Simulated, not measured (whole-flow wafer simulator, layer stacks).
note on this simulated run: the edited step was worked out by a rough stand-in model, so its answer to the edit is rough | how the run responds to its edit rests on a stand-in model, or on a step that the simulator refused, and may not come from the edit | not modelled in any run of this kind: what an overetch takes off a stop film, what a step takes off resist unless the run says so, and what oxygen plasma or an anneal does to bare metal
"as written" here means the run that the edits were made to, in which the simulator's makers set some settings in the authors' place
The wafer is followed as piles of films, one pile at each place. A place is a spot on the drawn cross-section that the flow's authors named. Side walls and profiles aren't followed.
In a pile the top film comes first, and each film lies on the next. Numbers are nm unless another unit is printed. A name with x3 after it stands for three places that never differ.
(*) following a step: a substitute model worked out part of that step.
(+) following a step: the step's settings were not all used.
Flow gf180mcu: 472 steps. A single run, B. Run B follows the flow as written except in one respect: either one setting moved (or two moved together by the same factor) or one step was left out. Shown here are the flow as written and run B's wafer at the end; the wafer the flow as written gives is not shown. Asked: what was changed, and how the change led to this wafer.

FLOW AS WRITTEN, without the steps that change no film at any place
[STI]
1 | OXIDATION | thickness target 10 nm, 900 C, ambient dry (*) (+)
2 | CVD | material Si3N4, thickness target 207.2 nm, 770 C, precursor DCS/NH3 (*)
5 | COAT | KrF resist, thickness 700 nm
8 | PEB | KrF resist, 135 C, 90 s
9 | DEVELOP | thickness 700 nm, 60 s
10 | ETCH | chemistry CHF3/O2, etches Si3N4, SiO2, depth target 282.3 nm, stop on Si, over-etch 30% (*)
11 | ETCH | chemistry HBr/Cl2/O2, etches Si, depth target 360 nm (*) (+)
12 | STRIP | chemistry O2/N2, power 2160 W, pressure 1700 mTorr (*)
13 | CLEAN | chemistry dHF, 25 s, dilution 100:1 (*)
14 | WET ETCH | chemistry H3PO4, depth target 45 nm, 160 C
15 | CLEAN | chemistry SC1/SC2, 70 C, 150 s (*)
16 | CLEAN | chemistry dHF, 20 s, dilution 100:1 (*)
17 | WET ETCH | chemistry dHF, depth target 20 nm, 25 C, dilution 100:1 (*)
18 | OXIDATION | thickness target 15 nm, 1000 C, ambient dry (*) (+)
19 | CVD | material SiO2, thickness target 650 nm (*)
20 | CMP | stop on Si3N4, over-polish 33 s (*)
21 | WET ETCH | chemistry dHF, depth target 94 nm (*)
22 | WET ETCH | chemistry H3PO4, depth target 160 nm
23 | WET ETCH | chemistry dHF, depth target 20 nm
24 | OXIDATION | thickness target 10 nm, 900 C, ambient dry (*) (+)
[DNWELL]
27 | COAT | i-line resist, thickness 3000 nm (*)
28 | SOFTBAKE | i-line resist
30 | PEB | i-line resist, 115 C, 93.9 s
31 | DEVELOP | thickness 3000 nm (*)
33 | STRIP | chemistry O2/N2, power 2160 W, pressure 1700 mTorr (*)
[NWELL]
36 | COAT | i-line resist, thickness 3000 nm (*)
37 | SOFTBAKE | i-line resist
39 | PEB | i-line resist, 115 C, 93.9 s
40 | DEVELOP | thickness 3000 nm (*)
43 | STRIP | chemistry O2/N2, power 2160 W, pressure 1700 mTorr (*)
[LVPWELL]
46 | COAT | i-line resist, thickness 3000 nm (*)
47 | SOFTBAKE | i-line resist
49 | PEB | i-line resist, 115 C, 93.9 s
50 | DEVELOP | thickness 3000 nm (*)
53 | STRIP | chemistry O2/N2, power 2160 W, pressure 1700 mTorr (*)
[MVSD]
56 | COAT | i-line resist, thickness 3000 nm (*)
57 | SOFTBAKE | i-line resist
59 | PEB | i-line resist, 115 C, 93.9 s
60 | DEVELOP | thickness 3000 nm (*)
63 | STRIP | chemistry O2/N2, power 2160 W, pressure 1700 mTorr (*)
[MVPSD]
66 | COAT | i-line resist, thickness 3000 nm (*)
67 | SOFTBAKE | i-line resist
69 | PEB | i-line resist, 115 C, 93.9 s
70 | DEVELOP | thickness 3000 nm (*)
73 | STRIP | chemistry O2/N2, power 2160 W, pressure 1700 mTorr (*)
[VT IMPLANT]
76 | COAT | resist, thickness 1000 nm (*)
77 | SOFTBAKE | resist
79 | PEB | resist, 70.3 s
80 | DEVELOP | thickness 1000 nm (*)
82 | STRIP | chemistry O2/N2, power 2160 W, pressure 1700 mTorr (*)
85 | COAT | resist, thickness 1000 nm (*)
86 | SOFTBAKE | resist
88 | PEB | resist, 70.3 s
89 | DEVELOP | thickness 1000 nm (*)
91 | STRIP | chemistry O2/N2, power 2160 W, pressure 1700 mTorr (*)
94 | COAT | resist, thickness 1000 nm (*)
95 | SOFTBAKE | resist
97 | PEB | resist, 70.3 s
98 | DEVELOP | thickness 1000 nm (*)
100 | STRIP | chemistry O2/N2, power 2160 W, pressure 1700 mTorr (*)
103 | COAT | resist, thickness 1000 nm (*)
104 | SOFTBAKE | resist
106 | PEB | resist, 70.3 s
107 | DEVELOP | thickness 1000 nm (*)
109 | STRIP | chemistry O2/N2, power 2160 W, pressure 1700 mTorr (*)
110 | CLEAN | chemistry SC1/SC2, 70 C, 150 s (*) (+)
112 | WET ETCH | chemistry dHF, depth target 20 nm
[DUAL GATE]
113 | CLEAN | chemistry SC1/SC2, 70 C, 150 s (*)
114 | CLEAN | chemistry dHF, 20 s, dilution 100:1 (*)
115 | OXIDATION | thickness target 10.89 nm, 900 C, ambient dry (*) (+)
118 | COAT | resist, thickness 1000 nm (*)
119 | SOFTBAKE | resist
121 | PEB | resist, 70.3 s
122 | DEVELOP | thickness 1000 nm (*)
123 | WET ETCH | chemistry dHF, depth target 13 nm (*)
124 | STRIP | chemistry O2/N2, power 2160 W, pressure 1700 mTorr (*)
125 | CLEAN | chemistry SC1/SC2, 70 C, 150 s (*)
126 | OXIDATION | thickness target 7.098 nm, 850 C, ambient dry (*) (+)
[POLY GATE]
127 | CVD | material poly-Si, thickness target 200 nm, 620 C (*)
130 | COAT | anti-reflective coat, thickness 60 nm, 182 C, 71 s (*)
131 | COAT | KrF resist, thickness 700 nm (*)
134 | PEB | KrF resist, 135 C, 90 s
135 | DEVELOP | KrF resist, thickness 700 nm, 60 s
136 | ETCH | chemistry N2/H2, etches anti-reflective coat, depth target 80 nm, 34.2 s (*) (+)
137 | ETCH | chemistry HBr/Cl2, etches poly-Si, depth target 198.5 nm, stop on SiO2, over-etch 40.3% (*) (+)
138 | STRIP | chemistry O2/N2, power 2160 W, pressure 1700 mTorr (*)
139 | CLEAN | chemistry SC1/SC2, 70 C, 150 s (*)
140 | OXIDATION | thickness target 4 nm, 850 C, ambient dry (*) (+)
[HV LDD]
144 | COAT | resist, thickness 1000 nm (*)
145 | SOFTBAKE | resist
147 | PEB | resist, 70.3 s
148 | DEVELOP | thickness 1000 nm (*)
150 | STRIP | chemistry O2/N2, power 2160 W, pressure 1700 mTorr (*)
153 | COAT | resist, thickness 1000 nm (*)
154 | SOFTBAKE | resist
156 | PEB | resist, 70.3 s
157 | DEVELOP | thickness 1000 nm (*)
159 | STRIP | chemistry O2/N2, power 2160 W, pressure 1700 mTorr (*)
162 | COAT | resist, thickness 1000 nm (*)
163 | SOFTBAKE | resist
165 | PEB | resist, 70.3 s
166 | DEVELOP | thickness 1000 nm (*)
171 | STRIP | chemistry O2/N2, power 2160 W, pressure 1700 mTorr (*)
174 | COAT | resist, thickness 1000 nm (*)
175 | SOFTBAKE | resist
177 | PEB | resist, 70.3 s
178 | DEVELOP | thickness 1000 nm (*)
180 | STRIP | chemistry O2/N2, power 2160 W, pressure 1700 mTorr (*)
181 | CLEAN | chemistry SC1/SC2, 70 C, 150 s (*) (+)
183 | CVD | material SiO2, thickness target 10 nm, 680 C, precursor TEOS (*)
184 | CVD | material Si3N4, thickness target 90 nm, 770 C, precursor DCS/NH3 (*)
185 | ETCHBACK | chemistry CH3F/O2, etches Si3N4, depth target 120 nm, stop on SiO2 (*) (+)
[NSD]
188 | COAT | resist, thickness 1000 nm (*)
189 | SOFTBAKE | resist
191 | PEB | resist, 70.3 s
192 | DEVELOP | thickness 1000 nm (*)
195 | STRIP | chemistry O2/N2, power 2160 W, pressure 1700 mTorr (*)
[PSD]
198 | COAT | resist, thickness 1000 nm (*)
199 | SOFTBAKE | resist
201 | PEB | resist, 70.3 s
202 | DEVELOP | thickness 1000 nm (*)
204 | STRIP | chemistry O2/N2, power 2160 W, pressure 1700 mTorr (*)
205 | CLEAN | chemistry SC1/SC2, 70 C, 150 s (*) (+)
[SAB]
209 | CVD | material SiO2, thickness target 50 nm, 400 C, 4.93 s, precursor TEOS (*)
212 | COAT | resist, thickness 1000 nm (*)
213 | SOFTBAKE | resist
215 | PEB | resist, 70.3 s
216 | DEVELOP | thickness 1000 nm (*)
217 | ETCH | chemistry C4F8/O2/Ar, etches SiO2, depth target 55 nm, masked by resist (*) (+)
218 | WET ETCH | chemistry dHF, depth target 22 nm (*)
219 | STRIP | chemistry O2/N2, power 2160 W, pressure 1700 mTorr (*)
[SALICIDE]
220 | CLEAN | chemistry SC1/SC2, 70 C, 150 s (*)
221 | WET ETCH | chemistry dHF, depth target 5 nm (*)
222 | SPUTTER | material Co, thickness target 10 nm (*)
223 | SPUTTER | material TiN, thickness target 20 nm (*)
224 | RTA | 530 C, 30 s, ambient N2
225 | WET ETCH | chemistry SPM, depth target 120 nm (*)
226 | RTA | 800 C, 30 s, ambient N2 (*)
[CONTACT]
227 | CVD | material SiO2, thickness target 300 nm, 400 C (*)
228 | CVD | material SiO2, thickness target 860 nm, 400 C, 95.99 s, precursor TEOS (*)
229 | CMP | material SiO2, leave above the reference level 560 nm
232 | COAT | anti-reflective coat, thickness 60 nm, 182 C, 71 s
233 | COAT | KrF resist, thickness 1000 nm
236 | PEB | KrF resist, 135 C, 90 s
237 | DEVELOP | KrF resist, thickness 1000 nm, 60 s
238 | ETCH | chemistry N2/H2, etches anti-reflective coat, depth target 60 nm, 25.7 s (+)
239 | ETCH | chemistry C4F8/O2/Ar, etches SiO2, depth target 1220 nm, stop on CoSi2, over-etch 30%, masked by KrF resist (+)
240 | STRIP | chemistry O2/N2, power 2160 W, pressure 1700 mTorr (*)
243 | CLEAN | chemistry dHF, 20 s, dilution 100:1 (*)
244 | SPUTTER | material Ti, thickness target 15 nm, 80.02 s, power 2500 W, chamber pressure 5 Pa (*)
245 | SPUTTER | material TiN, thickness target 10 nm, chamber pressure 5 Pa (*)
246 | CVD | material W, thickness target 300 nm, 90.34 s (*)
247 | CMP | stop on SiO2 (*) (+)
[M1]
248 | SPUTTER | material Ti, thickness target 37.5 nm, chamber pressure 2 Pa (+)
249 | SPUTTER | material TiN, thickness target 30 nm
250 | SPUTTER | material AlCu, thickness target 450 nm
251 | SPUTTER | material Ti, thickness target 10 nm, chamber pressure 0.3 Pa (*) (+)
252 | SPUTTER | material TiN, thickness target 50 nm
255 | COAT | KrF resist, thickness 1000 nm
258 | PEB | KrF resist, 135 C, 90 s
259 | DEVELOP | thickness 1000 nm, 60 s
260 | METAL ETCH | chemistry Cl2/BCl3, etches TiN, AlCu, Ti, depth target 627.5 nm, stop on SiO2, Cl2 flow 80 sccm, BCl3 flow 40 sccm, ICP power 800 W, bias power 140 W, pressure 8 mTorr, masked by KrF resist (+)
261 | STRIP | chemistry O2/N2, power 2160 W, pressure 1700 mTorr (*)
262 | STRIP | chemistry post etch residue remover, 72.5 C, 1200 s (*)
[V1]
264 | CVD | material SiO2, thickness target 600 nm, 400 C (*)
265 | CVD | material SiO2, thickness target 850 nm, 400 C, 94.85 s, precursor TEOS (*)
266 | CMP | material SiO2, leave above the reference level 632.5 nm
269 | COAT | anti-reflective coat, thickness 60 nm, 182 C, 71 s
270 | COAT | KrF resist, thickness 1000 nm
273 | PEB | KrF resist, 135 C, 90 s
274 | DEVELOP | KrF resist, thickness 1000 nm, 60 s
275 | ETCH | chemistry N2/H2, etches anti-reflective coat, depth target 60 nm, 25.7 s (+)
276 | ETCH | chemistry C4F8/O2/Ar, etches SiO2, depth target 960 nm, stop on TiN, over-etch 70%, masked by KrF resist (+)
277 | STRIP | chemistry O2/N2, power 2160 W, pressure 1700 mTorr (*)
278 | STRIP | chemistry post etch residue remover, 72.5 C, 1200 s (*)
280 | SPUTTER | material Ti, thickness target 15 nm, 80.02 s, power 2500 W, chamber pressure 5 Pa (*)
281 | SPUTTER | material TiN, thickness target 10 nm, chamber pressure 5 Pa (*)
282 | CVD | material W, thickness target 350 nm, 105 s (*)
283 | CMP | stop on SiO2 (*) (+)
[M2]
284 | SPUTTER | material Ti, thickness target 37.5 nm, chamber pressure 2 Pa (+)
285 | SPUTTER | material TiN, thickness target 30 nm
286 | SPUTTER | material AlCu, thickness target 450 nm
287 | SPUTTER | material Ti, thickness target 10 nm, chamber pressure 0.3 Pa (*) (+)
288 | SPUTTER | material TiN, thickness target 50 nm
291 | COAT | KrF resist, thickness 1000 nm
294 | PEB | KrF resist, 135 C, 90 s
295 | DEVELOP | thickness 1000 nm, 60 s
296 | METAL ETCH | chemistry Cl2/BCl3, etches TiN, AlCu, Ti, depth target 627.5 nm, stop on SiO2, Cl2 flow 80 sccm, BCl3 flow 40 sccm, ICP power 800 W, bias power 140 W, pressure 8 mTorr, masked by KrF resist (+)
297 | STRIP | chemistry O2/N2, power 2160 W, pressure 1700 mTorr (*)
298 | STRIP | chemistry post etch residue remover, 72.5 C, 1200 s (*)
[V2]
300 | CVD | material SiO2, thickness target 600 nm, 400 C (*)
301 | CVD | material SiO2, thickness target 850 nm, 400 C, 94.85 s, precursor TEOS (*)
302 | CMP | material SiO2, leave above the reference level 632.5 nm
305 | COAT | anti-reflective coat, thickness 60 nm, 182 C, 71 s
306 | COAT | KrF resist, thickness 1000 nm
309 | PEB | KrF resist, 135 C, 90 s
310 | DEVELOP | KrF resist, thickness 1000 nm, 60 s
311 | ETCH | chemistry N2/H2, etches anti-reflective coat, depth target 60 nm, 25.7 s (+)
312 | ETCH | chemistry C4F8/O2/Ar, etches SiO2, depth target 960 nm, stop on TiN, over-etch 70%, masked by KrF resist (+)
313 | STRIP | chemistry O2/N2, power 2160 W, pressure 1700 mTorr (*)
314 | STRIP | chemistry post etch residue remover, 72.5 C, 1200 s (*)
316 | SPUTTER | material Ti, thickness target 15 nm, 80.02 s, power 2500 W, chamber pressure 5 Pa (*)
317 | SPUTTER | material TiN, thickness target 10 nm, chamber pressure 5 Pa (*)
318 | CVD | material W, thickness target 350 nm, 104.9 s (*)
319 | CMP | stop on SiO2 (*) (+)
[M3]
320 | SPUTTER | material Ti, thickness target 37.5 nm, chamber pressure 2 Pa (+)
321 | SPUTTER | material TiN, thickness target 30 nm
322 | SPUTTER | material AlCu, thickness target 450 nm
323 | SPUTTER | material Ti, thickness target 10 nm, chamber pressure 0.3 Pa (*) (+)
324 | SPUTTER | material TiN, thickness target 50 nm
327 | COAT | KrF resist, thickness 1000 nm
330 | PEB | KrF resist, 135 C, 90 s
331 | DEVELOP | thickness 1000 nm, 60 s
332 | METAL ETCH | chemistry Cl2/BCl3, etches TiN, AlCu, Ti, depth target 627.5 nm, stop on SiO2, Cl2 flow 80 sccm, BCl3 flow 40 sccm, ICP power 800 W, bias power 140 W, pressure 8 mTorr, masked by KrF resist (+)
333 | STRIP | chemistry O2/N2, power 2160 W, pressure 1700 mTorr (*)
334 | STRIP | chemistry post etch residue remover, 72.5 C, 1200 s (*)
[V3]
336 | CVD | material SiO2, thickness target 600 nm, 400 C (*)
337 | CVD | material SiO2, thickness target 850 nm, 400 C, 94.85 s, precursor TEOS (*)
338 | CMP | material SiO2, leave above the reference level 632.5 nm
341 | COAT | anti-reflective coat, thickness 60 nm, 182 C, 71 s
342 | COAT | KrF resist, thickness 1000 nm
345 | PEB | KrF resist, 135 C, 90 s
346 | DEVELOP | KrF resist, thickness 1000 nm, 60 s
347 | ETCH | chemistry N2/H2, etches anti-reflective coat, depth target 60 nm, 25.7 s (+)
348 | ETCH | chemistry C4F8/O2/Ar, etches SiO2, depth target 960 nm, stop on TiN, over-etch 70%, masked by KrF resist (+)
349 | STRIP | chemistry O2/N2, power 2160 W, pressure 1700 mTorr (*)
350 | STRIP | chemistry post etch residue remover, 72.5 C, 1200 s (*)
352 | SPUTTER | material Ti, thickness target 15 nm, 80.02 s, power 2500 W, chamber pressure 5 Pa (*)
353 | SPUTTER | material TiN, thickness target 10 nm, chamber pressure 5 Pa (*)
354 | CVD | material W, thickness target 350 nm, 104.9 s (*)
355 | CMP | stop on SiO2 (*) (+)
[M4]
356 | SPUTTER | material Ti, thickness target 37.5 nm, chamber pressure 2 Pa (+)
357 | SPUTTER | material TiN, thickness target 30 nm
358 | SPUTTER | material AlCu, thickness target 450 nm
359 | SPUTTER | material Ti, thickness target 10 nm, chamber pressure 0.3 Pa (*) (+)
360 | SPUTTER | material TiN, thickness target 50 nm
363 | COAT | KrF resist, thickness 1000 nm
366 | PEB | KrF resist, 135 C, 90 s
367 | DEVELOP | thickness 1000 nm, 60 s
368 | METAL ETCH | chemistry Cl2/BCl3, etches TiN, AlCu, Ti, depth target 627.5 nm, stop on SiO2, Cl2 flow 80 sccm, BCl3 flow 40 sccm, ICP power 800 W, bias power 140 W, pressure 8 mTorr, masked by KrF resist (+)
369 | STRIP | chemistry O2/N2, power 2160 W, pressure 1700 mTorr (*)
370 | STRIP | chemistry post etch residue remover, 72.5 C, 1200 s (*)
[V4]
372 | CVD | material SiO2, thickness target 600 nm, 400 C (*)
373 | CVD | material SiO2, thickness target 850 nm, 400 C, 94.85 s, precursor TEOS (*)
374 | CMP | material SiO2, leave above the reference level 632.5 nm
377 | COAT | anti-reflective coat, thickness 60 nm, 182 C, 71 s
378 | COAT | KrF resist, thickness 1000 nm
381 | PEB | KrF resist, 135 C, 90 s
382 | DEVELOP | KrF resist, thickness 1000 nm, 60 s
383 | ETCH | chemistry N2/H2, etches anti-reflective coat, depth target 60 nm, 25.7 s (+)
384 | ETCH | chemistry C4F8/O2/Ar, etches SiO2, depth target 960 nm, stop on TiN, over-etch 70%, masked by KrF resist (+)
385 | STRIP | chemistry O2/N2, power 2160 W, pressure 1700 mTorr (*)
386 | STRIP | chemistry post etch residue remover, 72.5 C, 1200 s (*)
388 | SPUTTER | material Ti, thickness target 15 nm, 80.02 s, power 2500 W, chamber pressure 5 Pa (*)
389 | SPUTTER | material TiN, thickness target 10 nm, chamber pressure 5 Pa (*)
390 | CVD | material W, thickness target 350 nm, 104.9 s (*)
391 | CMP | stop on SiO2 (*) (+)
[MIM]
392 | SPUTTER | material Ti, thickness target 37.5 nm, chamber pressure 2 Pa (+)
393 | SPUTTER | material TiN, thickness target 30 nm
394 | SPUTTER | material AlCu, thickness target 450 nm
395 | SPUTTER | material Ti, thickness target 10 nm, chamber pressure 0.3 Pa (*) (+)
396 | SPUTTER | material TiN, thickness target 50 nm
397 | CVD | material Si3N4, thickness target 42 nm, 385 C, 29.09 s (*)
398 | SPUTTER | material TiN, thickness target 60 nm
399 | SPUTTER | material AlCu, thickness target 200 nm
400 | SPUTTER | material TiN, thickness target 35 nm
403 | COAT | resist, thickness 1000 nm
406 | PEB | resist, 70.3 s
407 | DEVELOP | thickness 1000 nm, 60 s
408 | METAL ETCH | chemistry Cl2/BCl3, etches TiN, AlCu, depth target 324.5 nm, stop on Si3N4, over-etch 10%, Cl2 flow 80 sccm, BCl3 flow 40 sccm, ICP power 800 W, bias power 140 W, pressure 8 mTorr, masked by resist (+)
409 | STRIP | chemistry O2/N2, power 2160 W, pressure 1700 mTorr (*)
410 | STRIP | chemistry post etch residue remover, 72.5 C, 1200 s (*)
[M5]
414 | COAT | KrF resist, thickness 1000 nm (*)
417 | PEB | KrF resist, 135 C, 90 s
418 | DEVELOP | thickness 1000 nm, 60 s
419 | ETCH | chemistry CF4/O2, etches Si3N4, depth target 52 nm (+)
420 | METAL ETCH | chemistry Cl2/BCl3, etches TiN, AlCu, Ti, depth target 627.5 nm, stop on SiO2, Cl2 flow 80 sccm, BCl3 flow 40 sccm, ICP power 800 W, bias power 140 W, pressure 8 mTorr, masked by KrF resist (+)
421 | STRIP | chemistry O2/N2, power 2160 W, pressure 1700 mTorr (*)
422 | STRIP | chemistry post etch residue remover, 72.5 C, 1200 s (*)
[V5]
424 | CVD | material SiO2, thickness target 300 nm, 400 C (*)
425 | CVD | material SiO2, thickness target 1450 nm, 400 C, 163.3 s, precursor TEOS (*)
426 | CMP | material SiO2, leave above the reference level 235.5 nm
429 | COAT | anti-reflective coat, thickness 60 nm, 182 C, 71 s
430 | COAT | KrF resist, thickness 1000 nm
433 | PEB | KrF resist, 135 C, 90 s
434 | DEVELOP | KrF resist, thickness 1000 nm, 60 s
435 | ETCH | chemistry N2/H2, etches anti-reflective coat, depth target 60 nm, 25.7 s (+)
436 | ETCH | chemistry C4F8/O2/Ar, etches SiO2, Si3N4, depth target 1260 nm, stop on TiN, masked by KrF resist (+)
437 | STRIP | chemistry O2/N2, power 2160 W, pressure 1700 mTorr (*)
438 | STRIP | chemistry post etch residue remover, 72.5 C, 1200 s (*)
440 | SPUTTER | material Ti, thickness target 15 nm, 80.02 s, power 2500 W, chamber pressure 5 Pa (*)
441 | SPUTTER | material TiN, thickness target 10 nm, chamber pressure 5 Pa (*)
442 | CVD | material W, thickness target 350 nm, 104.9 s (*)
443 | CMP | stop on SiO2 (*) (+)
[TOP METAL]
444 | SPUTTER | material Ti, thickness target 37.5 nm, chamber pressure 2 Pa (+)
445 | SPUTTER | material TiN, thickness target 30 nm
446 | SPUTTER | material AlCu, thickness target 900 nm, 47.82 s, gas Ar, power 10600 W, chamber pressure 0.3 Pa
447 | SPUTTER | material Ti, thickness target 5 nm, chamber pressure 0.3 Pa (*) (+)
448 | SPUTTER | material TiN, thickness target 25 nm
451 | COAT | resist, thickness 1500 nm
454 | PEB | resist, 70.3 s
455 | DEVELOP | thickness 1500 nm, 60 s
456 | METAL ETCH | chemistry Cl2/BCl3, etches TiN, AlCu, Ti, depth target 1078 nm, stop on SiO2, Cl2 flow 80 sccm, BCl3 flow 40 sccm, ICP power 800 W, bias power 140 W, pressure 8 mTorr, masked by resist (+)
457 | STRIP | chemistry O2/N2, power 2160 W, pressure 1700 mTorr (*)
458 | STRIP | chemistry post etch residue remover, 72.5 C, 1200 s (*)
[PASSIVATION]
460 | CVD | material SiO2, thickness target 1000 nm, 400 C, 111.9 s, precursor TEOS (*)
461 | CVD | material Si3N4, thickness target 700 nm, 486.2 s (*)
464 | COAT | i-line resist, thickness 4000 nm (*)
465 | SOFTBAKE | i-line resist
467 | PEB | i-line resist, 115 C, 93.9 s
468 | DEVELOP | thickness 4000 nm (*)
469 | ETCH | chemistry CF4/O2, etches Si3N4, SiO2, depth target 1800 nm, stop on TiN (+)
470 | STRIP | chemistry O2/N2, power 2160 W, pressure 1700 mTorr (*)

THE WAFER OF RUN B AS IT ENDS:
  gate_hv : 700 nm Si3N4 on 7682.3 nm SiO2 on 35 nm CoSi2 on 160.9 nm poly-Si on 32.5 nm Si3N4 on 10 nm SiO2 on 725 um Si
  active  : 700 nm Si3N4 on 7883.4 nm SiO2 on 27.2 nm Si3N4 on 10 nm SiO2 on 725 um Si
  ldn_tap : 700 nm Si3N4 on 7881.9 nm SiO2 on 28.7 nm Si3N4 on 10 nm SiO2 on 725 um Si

Cause: step 2, CVD: thickness target 253.8 nm was run, whereas the flow has thickness target 207.2 nm.

Step by step, how the change led to this:
  2 | CVD | material Si3N4, thickness target 207.2 nm, 770 C, precursor DCS/NH3 (*)
      field, field_sub, active and 77 more: Si3N4 gains 253.8 (new film) (in the flow as written it would be: Si3N4 gains 207.2 (new film))
  10 | ETCH | chemistry CHF3/O2, etches Si3N4, SiO2, depth target 282.3 nm, stop on Si, over-etch 30% (*)
      field, field_sub, sti and 34 more: Si3N4 loses 253.8 (all of it), SiO2 loses 10 (all of it), Si loses 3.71 (in the flow as written it would be: Si3N4 loses 207.2 (all of it), SiO2 loses 10 (all of it), Si loses 13)
  11 | ETCH | chemistry HBr/Cl2/O2, etches Si, depth target 360 nm (*) (+)
      active, n_well, p_well and 40 more: KrF resist loses 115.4 (in the flow as written it would be: KrF resist loses 112.3)
      field, field_sub, sti and 34 more: Si loses 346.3 (in the flow as written it would be: Si loses 337)
  19 | CVD | material SiO2, thickness target 650 nm (*)
      m1, ld_fp_n, ld_drift_n and 8 more: SiO2 gains 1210 (in the flow as written it would be: SiO2 gains 1163.4)
  20 | CMP | stop on Si3N4, over-polish 33 s (*)
      sti, mim_1p0, pad and 11 more: SiO2 loses 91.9 (in the flow as written it would be: SiO2 loses 138.5)
      nw_enc_fld, nw_enc_fld_lv: SiO2 loses 95.9 (in the flow as written it would be: SiO2 loses 142.5)
      (also at 10 further places)
  22 | WET ETCH | chemistry H3PO4, depth target 160 nm
      active, n_well, p_well and 40 more: Si3N4 loses 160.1 (in the flow as written it would be: Si3N4 loses 150.8 (all of it), SiO2 loses 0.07)
  23 | WET ETCH | chemistry dHF, depth target 20 nm
      active, n_well, p_well and 40 more: Si3N4 loses 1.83 (in the flow as written it would be: SiO2 loses 9.93 (all of it))
  24 | OXIDATION | thickness target 10 nm, 900 C, ambient dry (*) (+)
      active, n_well, p_well and 40 more: nothing (in the flow as written it would be: SiO2 gains 10 (new film), Si loses 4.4)
  28 | SOFTBAKE | i-line resist
      ldn_fp, ldn_drn: i-line resist gains 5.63 (in the flow as written it would be: i-line resist gains 4.83)
      active_nat: i-line resist gains 3.39 (in the flow as written it would be: i-line resist gains 2.84)
      (also at 18 further places)
  37 | SOFTBAKE | i-line resist
      ldn_fp, ldn_drn: i-line resist gains 5.63 (in the flow as written it would be: i-line resist gains 4.83)
      active_nat: i-line resist gains 3.39 (in the flow as written it would be: i-line resist gains 2.84)
      (also at 18 further places)
  47 | SOFTBAKE | i-line resist
      ldn_fp, ldn_drn: i-line resist gains 5.63 (in the flow as written it would be: i-line resist gains 4.83)
      active_nat: i-line resist gains 3.39 (in the flow as written it would be: i-line resist gains 2.84)
      (also at 18 further places)
  57 | SOFTBAKE | i-line resist
      ldn_fp, ldn_drn: i-line resist gains 5.63 (in the flow as written it would be: i-line resist gains 4.83)
      active_nat: i-line resist gains 3.39 (in the flow as written it would be: i-line resist gains 2.84)
      (also at 18 further places)
  67 | SOFTBAKE | i-line resist
      ldn_fp, ldn_drn: i-line resist gains 5.63 (in the flow as written it would be: i-line resist gains 4.83)
      active_nat: i-line resist gains 3.39 (in the flow as written it would be: i-line resist gains 2.84)
      (also at 18 further places)
  112 | WET ETCH | chemistry dHF, depth target 20 nm
      active, n_well, p_well and 40 more: Si3N4 loses 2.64 (in the flow as written it would be: SiO2 loses 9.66 (all of it))
  113 | CLEAN | chemistry SC1/SC2, 70 C, 150 s (*)
      active, n_well, p_well and 40 more: Si3N4 loses 0.07 (in the flow as written it would be: chemical SiO2 gains 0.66 (new film), Si loses 1.83)
  114 | CLEAN | chemistry dHF, 20 s, dilution 100:1 (*)
      active, n_well, p_well and 40 more: Si3N4 loses 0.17 (in the flow as written it would be: chemical SiO2 loses 0.66 (all of it))
  ... 28 other steps ...
  471 | ANNEAL | 400 C, 1800 s, ambient N2/H2
      contact: under 49 films: void gains 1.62 (new film), Ti loses 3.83, TiSi first gains 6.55 (new film), Si loses 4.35 (in the flow as written it would be: nothing)
With metal films that touch counted as one body, active has 0 bodies; the flow as written gives 1 body.
With metal films that touch counted as one body, ldn_tap has 0 bodies; the flow as written gives 1 body.
